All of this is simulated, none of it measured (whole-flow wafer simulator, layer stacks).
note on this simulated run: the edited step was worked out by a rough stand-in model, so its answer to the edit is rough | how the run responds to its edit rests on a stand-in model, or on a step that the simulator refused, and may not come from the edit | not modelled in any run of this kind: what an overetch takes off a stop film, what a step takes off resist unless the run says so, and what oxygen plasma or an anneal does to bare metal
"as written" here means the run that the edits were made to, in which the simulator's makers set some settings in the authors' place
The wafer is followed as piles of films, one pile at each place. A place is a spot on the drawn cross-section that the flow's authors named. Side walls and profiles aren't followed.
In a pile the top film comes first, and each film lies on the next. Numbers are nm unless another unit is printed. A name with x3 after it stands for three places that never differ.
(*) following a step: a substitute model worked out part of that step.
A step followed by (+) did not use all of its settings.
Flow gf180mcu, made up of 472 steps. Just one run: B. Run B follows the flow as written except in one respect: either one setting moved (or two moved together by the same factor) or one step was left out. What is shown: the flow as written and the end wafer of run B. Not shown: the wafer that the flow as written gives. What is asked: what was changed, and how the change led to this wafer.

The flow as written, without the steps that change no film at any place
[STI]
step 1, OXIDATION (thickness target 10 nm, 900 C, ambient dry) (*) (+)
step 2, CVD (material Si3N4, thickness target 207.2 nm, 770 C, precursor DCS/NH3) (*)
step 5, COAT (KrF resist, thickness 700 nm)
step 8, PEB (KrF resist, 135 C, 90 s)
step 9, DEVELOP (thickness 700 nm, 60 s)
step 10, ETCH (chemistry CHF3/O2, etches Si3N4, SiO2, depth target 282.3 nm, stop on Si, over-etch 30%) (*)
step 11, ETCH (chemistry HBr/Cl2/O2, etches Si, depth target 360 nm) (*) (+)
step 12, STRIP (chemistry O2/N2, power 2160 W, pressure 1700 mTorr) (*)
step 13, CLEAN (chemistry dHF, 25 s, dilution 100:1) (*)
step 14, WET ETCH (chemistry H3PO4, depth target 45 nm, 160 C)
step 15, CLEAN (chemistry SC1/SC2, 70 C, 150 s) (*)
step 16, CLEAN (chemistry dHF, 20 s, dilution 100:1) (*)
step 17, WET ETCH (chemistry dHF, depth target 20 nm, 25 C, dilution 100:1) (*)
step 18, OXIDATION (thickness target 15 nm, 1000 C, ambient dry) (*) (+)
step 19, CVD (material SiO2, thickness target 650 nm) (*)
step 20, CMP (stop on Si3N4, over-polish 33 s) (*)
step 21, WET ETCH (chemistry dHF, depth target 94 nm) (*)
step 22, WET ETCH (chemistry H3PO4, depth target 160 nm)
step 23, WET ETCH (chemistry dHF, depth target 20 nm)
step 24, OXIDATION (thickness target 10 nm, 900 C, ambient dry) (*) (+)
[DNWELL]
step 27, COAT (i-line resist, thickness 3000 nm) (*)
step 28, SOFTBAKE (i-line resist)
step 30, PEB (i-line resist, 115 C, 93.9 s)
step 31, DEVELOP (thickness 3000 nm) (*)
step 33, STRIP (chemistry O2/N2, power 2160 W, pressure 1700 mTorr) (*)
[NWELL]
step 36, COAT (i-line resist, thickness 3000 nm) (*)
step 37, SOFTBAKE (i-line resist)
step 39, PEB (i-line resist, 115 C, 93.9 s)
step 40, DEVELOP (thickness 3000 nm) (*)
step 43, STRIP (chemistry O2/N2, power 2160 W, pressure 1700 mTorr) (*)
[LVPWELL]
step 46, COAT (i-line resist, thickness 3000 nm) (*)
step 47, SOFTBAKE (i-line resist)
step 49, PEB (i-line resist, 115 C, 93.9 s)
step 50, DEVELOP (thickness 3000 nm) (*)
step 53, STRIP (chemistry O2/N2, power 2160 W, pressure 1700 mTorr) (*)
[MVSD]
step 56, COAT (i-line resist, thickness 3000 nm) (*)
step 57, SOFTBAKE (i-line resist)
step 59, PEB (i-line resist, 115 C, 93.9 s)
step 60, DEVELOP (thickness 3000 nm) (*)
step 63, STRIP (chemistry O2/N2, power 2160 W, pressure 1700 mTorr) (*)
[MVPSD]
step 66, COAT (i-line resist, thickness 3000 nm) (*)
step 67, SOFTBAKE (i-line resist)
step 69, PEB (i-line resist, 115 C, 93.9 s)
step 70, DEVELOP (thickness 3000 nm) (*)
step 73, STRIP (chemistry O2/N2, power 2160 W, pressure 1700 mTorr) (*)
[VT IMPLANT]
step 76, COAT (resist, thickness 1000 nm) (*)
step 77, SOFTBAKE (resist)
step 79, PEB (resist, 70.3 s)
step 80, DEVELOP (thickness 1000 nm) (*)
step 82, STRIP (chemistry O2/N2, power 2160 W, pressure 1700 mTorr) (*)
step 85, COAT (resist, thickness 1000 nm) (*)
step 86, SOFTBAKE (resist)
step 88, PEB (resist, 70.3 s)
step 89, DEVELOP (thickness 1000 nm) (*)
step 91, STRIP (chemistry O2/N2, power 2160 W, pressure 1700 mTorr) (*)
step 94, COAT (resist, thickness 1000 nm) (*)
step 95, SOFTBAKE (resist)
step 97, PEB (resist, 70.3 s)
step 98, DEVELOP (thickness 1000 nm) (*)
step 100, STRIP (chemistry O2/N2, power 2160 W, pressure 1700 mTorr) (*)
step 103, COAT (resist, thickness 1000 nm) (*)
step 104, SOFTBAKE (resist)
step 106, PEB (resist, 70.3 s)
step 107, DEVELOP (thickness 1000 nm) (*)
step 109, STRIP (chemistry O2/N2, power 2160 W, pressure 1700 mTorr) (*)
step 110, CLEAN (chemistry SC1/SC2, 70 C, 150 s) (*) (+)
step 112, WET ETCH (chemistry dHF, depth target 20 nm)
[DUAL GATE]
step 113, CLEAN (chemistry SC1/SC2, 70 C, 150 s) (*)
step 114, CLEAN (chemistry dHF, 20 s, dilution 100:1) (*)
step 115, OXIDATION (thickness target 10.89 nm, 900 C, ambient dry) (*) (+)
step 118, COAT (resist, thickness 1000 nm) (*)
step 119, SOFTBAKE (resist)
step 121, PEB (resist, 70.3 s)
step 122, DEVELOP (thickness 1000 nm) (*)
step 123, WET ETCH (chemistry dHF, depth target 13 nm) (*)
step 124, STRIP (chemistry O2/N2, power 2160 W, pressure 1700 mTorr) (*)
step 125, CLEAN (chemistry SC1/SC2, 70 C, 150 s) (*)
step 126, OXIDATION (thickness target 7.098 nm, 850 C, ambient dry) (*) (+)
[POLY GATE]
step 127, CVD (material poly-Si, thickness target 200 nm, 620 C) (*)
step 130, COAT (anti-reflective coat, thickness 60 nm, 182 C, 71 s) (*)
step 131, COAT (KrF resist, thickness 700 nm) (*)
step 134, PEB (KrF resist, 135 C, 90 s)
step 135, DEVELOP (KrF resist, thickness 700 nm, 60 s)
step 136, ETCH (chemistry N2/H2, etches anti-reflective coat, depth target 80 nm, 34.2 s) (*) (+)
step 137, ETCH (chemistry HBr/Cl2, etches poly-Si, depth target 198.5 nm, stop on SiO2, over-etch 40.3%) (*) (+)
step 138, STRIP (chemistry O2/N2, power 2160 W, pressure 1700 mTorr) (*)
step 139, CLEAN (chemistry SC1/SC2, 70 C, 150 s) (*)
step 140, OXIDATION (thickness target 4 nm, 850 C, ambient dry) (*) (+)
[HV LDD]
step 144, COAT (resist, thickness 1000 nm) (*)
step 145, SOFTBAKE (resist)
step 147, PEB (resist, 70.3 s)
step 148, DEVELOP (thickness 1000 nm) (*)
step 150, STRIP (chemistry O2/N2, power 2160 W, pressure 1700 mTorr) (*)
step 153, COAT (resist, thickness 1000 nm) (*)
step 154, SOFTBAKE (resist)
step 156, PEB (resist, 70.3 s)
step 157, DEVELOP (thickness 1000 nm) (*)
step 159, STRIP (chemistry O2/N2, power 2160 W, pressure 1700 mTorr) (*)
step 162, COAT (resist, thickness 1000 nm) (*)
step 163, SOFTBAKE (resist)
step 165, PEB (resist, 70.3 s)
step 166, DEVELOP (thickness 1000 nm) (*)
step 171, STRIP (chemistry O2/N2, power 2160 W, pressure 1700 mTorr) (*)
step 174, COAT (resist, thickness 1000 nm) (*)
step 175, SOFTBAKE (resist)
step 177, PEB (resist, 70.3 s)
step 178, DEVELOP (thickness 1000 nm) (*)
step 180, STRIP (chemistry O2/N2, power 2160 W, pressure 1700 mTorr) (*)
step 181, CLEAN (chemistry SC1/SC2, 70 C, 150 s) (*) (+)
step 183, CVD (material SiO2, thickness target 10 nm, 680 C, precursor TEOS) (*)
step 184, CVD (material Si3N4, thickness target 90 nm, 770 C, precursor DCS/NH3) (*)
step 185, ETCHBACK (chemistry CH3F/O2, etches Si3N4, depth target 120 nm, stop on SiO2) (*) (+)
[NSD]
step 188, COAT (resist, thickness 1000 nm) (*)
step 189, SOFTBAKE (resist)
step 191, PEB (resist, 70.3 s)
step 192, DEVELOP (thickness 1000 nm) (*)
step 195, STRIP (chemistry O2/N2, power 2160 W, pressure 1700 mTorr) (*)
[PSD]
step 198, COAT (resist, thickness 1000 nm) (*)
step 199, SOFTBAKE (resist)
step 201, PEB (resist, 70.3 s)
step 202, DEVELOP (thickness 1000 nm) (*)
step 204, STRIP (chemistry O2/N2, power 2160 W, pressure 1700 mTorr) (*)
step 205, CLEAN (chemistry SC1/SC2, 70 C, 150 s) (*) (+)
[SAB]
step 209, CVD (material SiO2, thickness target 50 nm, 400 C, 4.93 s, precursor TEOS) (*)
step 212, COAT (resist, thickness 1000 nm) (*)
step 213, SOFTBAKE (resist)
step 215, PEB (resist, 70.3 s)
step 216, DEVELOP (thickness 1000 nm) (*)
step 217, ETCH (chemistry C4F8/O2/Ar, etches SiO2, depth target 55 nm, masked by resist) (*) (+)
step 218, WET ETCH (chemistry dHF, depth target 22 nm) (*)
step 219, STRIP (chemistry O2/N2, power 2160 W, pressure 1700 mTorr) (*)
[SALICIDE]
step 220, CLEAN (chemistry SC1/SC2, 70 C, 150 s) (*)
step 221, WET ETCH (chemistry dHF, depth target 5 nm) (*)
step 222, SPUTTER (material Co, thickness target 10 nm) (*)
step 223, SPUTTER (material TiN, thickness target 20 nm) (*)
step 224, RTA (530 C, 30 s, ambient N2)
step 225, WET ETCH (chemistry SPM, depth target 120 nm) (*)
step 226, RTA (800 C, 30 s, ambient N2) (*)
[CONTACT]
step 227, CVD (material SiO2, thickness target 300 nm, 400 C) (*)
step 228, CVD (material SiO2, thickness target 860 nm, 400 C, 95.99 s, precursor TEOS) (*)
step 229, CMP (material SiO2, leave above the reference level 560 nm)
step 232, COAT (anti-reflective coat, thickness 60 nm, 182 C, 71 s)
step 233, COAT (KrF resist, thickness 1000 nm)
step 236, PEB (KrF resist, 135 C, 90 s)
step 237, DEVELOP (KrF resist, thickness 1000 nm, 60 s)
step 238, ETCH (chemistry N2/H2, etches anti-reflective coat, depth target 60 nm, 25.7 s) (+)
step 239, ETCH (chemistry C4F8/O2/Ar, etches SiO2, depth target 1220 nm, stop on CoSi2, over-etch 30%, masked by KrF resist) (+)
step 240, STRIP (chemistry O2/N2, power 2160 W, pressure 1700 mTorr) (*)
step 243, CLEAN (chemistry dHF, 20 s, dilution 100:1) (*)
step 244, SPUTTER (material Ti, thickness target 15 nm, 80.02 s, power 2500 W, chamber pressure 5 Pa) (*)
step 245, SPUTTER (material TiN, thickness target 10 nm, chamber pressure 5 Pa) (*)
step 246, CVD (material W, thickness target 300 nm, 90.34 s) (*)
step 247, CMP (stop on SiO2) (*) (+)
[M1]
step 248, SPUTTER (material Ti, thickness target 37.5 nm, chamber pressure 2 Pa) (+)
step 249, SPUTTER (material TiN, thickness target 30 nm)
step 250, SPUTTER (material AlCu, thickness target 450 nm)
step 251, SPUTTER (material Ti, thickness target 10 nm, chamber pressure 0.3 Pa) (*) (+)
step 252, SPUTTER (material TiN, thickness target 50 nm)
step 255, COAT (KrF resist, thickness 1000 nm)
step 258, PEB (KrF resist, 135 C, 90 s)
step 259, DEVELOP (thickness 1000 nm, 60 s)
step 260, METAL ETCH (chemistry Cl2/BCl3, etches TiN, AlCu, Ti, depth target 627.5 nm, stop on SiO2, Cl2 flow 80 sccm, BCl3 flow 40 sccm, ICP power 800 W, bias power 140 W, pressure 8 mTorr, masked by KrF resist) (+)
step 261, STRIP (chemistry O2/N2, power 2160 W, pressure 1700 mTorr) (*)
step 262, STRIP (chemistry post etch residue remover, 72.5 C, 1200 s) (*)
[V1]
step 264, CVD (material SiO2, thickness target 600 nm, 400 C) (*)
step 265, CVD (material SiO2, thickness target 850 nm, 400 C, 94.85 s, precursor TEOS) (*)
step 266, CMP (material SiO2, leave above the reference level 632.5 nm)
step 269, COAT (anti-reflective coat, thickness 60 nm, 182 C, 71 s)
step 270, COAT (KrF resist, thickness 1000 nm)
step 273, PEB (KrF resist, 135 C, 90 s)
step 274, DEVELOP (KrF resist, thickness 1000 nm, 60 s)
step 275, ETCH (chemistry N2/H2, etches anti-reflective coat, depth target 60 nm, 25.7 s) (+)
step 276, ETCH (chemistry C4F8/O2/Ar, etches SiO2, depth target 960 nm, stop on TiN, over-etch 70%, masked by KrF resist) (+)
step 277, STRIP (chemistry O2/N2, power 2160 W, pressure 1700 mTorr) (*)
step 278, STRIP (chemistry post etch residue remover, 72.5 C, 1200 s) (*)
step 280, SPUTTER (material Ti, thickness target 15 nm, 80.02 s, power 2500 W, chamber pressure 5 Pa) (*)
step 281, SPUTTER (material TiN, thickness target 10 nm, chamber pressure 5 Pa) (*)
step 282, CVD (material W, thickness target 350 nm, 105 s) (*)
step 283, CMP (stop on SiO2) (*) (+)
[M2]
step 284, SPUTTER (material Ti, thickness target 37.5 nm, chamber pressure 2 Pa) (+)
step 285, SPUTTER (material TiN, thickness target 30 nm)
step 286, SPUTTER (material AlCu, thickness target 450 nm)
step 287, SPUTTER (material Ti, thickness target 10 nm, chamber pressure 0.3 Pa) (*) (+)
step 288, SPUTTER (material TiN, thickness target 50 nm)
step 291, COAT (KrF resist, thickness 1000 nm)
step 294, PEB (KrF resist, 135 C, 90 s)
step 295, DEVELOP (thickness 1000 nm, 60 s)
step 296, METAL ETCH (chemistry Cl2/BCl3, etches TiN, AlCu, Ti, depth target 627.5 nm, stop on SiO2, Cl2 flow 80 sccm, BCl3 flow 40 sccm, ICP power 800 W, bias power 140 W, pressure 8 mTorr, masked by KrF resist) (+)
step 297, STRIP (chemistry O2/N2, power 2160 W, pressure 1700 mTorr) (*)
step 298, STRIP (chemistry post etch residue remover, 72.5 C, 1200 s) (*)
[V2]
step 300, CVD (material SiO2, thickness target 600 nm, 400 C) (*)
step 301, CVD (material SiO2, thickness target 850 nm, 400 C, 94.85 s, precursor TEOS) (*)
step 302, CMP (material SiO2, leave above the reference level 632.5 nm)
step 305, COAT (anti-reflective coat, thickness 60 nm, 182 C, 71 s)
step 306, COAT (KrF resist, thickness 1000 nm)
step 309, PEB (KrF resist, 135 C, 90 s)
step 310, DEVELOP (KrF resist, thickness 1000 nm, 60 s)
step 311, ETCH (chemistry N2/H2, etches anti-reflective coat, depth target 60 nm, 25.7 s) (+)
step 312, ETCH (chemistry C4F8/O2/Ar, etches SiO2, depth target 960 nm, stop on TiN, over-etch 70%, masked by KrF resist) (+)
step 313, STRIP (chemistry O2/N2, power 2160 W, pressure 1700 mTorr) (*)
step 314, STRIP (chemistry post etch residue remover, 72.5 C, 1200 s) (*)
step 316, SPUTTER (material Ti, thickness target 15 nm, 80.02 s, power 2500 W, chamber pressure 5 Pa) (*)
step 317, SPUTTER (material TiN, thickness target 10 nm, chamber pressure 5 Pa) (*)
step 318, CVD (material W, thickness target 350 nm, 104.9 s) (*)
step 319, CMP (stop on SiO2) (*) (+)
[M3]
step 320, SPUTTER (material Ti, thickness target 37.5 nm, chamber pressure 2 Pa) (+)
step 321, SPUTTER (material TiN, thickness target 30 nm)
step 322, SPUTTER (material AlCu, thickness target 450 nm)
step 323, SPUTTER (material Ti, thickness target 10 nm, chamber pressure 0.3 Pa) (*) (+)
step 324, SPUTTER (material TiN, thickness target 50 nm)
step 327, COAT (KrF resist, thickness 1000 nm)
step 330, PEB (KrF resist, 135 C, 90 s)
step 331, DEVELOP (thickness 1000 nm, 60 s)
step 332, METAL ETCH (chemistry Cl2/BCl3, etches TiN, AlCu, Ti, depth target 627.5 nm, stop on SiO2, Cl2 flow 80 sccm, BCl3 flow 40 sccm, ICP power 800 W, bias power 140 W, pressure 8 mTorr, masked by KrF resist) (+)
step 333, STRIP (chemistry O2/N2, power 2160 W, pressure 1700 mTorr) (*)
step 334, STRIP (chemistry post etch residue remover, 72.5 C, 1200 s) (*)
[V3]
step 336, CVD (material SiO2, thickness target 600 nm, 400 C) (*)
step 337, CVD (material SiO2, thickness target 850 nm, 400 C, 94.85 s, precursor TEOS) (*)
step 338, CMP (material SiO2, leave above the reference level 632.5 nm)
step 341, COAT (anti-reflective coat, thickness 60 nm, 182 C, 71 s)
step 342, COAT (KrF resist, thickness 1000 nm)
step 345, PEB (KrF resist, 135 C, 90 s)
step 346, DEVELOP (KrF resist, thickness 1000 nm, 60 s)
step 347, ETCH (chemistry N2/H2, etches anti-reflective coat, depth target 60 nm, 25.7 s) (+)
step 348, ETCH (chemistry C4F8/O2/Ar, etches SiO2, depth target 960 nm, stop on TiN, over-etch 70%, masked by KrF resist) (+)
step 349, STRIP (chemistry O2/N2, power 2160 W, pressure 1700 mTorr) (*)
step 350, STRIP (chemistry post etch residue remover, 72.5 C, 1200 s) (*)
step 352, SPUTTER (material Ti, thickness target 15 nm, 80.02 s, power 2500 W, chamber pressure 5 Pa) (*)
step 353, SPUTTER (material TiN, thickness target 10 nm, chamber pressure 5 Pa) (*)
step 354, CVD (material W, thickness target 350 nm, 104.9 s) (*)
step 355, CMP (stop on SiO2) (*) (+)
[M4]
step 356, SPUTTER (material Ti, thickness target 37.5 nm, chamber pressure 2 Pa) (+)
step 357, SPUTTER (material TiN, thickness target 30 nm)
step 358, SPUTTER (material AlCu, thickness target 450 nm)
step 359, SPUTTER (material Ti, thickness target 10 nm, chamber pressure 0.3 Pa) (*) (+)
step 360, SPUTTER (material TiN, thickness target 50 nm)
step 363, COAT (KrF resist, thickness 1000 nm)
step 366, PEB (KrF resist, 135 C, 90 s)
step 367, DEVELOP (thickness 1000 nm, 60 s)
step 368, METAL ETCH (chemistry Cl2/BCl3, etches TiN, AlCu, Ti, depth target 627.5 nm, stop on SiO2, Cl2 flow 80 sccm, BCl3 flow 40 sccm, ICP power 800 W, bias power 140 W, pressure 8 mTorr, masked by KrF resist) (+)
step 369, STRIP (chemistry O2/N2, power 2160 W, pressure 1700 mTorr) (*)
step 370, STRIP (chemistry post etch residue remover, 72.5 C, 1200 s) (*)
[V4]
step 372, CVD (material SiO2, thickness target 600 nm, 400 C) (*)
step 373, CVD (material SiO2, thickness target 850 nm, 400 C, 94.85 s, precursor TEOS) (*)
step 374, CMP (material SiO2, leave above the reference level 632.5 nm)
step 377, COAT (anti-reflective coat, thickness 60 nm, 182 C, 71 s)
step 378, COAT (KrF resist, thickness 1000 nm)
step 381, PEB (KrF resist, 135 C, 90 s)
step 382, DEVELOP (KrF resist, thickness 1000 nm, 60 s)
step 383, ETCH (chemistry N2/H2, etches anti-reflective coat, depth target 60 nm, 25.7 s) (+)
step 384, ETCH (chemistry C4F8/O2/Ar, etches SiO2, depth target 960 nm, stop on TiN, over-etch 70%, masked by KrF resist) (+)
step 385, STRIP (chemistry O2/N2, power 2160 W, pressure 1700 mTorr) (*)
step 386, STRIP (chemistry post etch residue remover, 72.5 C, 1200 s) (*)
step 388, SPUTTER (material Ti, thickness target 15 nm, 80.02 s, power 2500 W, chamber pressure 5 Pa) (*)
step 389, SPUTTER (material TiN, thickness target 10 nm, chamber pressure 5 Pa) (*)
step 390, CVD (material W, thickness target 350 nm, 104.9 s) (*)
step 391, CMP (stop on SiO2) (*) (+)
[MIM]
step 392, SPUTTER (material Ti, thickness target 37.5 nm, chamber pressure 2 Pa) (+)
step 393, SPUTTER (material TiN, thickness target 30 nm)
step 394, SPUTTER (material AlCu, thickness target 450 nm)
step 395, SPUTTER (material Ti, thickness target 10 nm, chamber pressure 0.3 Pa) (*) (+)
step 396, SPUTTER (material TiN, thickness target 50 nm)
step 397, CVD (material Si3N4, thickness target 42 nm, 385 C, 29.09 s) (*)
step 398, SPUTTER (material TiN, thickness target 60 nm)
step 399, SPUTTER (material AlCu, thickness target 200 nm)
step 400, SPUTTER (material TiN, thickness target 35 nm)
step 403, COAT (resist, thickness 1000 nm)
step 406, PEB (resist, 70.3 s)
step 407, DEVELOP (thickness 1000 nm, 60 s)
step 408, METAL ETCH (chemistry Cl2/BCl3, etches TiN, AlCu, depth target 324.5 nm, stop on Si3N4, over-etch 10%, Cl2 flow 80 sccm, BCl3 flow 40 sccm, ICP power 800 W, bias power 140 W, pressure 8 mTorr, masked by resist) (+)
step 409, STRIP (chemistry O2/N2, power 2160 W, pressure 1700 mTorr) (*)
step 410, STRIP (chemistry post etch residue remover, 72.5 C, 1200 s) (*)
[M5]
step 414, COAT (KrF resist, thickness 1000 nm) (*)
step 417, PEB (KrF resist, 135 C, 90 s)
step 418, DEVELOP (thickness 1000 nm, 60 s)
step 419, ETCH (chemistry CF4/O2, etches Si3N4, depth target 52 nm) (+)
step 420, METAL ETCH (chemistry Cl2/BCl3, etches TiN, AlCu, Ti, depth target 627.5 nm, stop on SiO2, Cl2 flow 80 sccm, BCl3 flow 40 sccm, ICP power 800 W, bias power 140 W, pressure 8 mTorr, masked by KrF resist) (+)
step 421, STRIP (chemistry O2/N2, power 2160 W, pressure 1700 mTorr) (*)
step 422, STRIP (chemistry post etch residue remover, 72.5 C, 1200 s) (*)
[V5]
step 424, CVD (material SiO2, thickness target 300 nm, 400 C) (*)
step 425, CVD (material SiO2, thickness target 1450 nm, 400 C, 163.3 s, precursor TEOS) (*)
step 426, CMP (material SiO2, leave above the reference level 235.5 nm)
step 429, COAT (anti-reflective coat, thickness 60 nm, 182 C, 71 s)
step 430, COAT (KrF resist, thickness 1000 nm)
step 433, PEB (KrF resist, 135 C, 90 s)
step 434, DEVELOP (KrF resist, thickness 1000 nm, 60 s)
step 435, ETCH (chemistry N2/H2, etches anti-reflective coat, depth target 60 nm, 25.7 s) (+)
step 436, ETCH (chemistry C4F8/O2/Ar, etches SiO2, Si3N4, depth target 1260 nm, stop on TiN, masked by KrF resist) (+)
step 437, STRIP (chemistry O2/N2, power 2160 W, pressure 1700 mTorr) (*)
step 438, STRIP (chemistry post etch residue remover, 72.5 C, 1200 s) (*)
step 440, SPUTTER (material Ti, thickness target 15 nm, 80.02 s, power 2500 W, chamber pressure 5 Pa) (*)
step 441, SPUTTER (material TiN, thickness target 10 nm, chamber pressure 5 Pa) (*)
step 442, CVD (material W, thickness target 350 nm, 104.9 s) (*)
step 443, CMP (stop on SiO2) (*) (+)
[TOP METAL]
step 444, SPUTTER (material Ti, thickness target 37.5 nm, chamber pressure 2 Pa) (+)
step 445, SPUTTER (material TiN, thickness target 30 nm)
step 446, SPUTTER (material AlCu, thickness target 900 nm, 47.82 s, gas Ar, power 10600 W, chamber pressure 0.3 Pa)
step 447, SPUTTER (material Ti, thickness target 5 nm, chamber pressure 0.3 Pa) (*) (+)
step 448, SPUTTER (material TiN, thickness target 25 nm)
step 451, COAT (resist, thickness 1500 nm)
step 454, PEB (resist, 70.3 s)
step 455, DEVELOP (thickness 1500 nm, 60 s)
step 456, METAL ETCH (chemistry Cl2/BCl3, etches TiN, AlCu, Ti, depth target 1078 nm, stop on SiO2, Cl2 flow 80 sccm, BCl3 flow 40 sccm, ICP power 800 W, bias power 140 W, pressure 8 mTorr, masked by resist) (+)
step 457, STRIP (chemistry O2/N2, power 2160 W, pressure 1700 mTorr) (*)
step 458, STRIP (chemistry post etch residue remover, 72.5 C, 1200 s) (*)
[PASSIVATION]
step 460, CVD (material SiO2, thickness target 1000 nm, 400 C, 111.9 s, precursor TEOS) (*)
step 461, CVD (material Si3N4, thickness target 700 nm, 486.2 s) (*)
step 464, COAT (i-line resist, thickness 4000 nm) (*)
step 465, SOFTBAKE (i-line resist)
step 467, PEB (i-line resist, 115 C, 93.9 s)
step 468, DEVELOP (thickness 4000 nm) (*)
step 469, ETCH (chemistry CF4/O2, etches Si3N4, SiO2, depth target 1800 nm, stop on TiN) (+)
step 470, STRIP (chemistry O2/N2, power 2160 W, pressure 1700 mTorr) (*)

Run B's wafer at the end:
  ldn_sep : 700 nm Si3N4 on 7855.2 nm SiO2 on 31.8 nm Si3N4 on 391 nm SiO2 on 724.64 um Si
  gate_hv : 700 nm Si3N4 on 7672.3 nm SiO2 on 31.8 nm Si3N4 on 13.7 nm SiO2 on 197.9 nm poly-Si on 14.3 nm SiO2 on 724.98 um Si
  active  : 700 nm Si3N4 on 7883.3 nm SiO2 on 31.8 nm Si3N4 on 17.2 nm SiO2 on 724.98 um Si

What caused this: step 185, ETCHBACK: depth target 54 nm was run, though the flow has depth target 120 nm.

How this came from the change, step by step:
  step 185, ETCHBACK (chemistry CH3F/O2, etches Si3N4, depth target 120 nm, stop on SiO2) (*) (+)
      field, field__w1, field__w2 and 100 more: -54 Si3N4 (as written it would have been: -90 Si3N4 (all of it), -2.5 SiO2)
  step 188, COAT (resist, thickness 1000 nm) (*)
      spacer: +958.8 resist (new film) (as written it would have been: +920.2 resist (new film))
  step 189, SOFTBAKE (resist)
      field__w9: -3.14 resist (as written it would have been: +6.92 resist)
      nw_enc_fld_lv: +5.57 resist (as written it would have been: +0.86 resist)
  step 191, PEB (resist, 70.3 s)
      spacer: -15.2 resist (as written it would have been: -14.3 resist)
  step 192, DEVELOP (thickness 1000 nm) (*)
      spacer: -943.6 resist (all of it) (as written it would have been: -905.9 resist (all of it))
  step 198, COAT (resist, thickness 1000 nm) (*)
      spacer: +958.8 resist (new film) (as written it would have been: +920.2 resist (new film))
  step 199, SOFTBAKE (resist)
      field__w9: -3.14 resist (as written it would have been: +6.92 resist)
      nw_enc_fld_lv: +5.57 resist (as written it would have been: +0.86 resist)
  step 201, PEB (resist, 70.3 s)
      spacer: -15.2 resist (as written it would have been: -14.3 resist)
  step 204, STRIP (chemistry O2/N2, power 2160 W, pressure 1700 mTorr) (*)
      spacer: -943.6 resist (all of it) (as written it would have been: -905.9 resist (all of it))
  step 205, CLEAN (chemistry SC1/SC2, 70 C, 150 s) (*) (+)
      field, field__w1, field__w2 and 105 more: -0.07 Si3N4 (as written it would have been: -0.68 SiO2)
  step 209, CVD (material SiO2, thickness target 50 nm, 400 C, 4.93 s, precursor TEOS) (*)
      field, field__w7, field__w8 and 73 more: +50 SiO2 (new film) (as written it would have been: +50 SiO2)
      field_sub__w1, field_sub__w3, field_sub__w4, field_sub__w5, ld_drift_n: +48.8 SiO2 (new film) (as written it would have been: +48.9 SiO2)
      (also at 27 further places)
  step 212, COAT (resist, thickness 1000 nm) (*)
      spacer: +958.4 resist (new film) (as written it would have been: +919.4 resist (new film))
  step 215, PEB (resist, 70.3 s)
      spacer: -15.2 resist (as written it would have been: -14.3 resist)
  step 216, DEVELOP (thickness 1000 nm) (*)
      spacer: -943.2 resist (all of it) (as written it would have been: -905.1 resist (all of it))
  step 217, ETCH (chemistry C4F8/O2/Ar, etches SiO2, depth target 55 nm, masked by resist) (*) (+)
      field, field__w7, field__w8 and 70 more: -50 SiO2 (all of it), -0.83 Si3N4 (as written it would have been: -55 SiO2)
      field_sub__w1, field_sub__w3, field_sub__w4, field_sub__w5, ld_drift_n: -48.8 SiO2 (all of it), -1.03 Si3N4 (as written it would have been: -55 SiO2)
      (also at 21 further places)
  step 218, WET ETCH (chemistry dHF, depth target 22 nm) (*)
      gate, gate_hv, gate_p and 23 more: -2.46 Si3N4 (as written it would have been: -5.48 SiO2 (all of it))
      field, field__w10, sti and 14 more: -2.46 Si3N4 (as written it would have been: -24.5 SiO2)
      (also at 56 further places)
  ... 12 other steps ...
  step 471, ANNEAL (400 C, 1800 s, ambient N2/H2)
      polyc_n, polyc_p: under 9 films: +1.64 void (new film), -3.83 Ti, +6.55 TiSi first (new film), -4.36 poly-Si (as written it would have been: nothing)
      contact: under 49 films: +1.62 void (new film), -3.83 Ti, +6.55 TiSi first (new film), -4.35 Si (as written it would have been: nothing)
Taking metal films that touch as one body, gate_hv has 0 bodies; the flow as written gives 1 body.
Taking metal films that touch as one body, active has 0 bodies; the flow as written gives 1 body.
